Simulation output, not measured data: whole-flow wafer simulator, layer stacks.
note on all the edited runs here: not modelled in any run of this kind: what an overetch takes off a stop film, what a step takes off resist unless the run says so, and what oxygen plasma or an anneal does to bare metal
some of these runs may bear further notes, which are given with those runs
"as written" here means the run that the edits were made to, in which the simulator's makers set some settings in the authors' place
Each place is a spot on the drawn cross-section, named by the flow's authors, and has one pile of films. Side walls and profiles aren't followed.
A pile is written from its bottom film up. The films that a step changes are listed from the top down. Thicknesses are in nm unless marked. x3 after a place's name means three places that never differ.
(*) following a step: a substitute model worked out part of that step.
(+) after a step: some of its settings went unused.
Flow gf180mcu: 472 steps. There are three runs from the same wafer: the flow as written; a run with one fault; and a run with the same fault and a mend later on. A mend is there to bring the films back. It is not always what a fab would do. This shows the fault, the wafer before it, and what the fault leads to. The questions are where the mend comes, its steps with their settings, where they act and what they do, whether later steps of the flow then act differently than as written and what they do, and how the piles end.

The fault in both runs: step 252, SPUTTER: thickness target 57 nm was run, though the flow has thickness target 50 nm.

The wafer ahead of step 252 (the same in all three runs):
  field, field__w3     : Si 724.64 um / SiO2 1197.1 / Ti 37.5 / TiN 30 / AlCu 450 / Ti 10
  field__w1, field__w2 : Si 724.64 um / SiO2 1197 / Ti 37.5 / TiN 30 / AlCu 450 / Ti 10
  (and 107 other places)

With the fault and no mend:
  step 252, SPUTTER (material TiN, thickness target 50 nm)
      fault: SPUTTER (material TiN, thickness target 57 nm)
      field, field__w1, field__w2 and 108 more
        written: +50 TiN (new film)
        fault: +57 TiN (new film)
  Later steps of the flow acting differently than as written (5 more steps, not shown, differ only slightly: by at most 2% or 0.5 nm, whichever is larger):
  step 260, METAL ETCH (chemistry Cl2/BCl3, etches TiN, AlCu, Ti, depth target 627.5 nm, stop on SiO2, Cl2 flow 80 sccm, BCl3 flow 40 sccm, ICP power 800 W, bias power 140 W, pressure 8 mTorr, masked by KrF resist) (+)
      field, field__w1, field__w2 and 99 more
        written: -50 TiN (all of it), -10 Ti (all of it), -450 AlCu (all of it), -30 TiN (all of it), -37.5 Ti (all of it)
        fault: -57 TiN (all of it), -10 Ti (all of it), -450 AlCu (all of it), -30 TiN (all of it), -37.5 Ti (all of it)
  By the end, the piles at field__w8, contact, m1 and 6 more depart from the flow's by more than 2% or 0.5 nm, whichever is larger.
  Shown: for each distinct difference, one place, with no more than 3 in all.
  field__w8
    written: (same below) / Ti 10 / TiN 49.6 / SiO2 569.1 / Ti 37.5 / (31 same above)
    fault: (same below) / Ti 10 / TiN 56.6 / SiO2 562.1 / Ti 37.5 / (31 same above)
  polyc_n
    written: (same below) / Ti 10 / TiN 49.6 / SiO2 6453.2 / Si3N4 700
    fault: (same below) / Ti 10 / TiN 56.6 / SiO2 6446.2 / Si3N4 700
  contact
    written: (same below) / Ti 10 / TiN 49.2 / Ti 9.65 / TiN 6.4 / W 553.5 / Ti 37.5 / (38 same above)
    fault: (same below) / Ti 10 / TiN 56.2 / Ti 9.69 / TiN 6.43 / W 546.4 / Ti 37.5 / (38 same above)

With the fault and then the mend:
  The mend stands after step 259.
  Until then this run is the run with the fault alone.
  step 259a, STRIP (chemistry O2/N2, power 2160 W, pressure 1700 mTorr) (*)
      field__w8, contact, m1 and 6 more
        -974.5 KrF resist (all of it)
  step 259b, METAL ETCH (chemistry Cl2/BCl3, etches TiN, AlCu, Ti, depth target 7 nm, Cl2 flow 80 sccm, BCl3 flow 40 sccm, ICP power 800 W, bias power 140 W, pressure 8 mTorr)
      field, field__w1, field__w2 and 108 more
        -7 TiN
  step 259c, HMDS (120 C, 60 s) (the flow's step 254, run once more)
      leaves every film unchanged at each place that is followed
  step 259d, COAT (KrF resist, thickness 1000 nm) (the flow's step 255, run once more)
      field, field__w1, field__w2 and 108 more
        +1000 KrF resist (new film)
  step 259e, SOFTBAKE (KrF resist) (the flow's step 256, run once more)
      leaves every film unchanged at each place that is followed
  step 259f, EXPOSE (photomask Metal1) (the flow's step 257, run once more)
      leaves every film unchanged at each place that is followed
  step 259g, PEB (KrF resist, 135 C, 90 s) (the flow's step 258, run once more)
      field, field__w1, field__w2 and 108 more
        -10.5 KrF resist
  step 259h, DEVELOP (thickness 1000 nm, 60 s) (the flow's step 259, run once more)
      field, field__w1, field__w2 and 99 more
        -989.5 KrF resist (all of it)
      field__w8, contact, m1 and 6 more
        -14.9 KrF resist
  Later steps of the flow that are run all act as written at every place that is followed.
  At every place that both follow, the piles at the end match the flow's.
